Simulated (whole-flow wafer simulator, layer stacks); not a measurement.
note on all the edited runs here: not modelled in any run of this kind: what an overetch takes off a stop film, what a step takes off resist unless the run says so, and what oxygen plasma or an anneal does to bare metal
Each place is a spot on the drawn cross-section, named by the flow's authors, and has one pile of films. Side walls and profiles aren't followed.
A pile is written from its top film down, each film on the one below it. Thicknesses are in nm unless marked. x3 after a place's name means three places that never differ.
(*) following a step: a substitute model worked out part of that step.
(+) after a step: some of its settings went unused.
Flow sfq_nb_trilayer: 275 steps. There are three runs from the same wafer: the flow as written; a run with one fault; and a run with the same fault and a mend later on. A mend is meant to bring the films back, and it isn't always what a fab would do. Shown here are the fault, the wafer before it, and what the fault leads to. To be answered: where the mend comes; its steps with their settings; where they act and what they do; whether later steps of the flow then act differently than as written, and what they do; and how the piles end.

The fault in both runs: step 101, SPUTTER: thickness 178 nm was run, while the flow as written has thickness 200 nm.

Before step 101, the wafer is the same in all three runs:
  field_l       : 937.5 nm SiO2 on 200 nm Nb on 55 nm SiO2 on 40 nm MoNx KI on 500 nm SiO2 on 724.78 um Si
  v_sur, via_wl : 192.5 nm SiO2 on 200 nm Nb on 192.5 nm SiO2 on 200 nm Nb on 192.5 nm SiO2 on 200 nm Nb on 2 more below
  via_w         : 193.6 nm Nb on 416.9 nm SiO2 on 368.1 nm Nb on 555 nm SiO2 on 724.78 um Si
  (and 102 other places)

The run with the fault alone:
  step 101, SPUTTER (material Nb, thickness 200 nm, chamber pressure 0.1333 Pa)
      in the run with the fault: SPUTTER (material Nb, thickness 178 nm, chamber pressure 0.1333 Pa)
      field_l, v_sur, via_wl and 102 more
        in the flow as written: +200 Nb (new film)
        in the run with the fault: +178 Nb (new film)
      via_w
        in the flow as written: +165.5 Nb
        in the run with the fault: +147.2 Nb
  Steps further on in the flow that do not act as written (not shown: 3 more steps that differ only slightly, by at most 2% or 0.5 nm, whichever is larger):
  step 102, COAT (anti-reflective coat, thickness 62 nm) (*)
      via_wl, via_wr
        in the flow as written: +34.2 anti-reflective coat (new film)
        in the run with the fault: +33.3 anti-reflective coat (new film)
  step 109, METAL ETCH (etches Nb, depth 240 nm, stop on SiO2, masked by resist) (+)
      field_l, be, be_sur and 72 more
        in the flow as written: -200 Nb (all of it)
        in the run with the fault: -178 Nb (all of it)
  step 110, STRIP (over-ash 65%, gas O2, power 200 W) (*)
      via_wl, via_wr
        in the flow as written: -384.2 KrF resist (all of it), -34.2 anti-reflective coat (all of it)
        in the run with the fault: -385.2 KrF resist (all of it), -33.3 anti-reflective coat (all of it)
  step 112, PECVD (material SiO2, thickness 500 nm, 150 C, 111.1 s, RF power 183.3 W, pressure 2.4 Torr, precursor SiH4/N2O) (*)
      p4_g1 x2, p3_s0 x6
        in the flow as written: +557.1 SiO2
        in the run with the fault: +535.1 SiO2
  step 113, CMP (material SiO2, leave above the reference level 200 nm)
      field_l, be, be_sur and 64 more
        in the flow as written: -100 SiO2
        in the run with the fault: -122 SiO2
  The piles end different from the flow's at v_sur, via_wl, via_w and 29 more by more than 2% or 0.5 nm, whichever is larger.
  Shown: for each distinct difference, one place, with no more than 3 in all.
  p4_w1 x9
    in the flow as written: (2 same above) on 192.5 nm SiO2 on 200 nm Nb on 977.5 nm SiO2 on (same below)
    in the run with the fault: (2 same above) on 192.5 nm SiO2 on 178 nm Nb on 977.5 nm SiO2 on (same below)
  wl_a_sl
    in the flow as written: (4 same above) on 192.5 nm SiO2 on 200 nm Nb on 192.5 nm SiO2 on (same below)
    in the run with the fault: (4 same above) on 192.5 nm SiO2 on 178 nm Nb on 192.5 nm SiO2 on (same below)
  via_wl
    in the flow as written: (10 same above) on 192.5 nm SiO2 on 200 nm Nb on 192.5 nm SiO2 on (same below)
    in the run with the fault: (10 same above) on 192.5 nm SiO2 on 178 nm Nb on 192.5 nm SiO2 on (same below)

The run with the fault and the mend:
  After step 107 comes the mend.
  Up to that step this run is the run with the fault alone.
  step 107a, STRIP (over-ash 65%, gas O2, power 200 W) (*)
      p4_fl x3, p4_g1 x2, p3_s0 x6 and 42 more
        -62 anti-reflective coat (all of it)
      p4_w1 x9, wl_j_sl, wl_jj and 13 more
        -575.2 KrF resist (all of it), -62 anti-reflective coat (all of it)
      r_sur, res, r_end and 9 more
        -61.8 anti-reflective coat (all of it)
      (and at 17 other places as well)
  step 107b, SPUTTER (material Nb, thickness 22 nm, chamber pressure 0.1333 Pa) (a further turn of the flow's step 101, with different settings)
      field_l, v_sur, via_wl and 102 more
        +22 Nb
      via_w
        +16.6 Nb
  step 107c, COAT (anti-reflective coat, thickness 62 nm) (*) (a further turn of the flow's step 102)
      p4_fl x3, p4_w1 x9, p4_g1 x2 and 63 more
        +62 anti-reflective coat (new film)
      r_sur, res, r_end and 9 more
        +61.8 anti-reflective coat (new film)
      jj_sur, ce_l, c5j, ce_r, sp_r, be_r
        +61.7 anti-reflective coat (new film)
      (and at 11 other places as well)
  step 107d, COAT (KrF resist, thickness 600 nm) (*) (a further turn of the flow's step 103)
      p4_fl x3, p4_w1 x9, p4_g1 x2 and 63 more
        +600 KrF resist (new film)
      r_end, moat, field_r, lsp_l, l0_sur
        +599.4 KrF resist (new film)
      be_r, r_sur, res, l0v
        +599.3 KrF resist (new film)
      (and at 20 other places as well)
  step 107e, SOFTBAKE (KrF resist) (a further turn of the flow's step 104)
      alters no film at any place that is followed
  step 107f, EXPOSE (photomask M3, dose 12.11 mJ/cm2, NA 0.6, wavelength 248 nm) (*) (a further turn of the flow's step 105)
      alters no film at any place that is followed
  step 107g, PEB (KrF resist, 90 s) (a further turn of the flow's step 106)
      wire, be, be_sur and 96 more
        -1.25 KrF resist
      field_l, via_v
        -1.24 KrF resist
      via_wl, via_wr
        -1.26 KrF resist
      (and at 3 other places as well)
  step 107h, DEVELOP (KrF resist, thickness 600 nm, 60 s) (a further turn of the flow's step 107)
      p4_fl x3, p4_g1 x2, p3_s0 x6 and 42 more
        -598.7 KrF resist (all of it)
      v_sur, via_wl, via_w and 28 more
        -23.5 KrF resist
      moat, field_r, lsp_l, ln_m5, lsp_m, ln_m6, lsp_r, l0_sur
        -598.2 KrF resist (all of it)
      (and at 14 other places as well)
  None of the later steps of the flow differs from how it acts as written, at any place that is followed, by more than 2% or 0.5 nm, whichever is larger.
  The piles end only slightly different from the flow's at the places that both follow, by no more than 2% or 0.5 nm, whichever is larger.
